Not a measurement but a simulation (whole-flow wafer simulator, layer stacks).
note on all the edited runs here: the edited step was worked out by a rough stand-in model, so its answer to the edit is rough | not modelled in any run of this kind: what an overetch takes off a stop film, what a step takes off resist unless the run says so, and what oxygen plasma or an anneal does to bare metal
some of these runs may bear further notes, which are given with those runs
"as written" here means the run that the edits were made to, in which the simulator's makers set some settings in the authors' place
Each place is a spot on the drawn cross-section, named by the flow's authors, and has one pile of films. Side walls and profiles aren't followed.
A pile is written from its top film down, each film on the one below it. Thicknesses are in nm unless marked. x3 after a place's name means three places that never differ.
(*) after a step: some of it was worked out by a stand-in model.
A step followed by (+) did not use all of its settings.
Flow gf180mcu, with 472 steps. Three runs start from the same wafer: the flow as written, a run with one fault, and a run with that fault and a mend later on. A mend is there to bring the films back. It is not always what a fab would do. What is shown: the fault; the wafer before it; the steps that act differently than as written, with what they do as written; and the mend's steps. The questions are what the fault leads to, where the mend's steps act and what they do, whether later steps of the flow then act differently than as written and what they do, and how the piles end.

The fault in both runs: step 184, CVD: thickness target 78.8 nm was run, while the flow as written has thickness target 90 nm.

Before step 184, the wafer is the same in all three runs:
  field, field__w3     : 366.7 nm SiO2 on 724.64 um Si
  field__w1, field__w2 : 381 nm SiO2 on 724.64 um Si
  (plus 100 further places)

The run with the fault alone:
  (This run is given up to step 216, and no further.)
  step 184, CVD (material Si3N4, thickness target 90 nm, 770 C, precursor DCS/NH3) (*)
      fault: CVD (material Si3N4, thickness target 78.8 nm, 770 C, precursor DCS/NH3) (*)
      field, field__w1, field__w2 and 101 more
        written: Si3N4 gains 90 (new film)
        fault: Si3N4 gains 78.8 (new film)
  Steps further on in the flow that do not act as written (12 more steps, not shown, differ only slightly: by at most 2% or 0.5 nm, whichever is larger):
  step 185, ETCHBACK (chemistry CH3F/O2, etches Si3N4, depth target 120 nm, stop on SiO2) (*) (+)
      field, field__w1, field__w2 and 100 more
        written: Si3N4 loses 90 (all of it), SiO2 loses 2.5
        fault: Si3N4 loses 78.8 (all of it), SiO2 loses 3.43
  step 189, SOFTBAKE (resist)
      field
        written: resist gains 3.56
        fault: resist loses 0.35
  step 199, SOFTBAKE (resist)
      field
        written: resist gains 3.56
        fault: resist loses 0.35
  After step 216, at spacer, the piles differ from the flow's by more than 2% or 0.5 nm, whichever is larger.
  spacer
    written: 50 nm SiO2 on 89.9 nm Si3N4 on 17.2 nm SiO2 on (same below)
    fault: 50 nm SiO2 on 78.7 nm Si3N4 on 17.2 nm SiO2 on (same below)

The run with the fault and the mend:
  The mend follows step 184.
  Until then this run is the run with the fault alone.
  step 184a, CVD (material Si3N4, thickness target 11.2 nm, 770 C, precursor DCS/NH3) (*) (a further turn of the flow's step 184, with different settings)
      field, field__w1, field__w2 and 101 more
        Si3N4 gains 11.2
  Later steps of the flow that are run all act as written at every place that is followed, up to a difference of at most 2% or 0.5 nm, whichever is larger.
  The piles end the same as the flow's at every place that both follow.
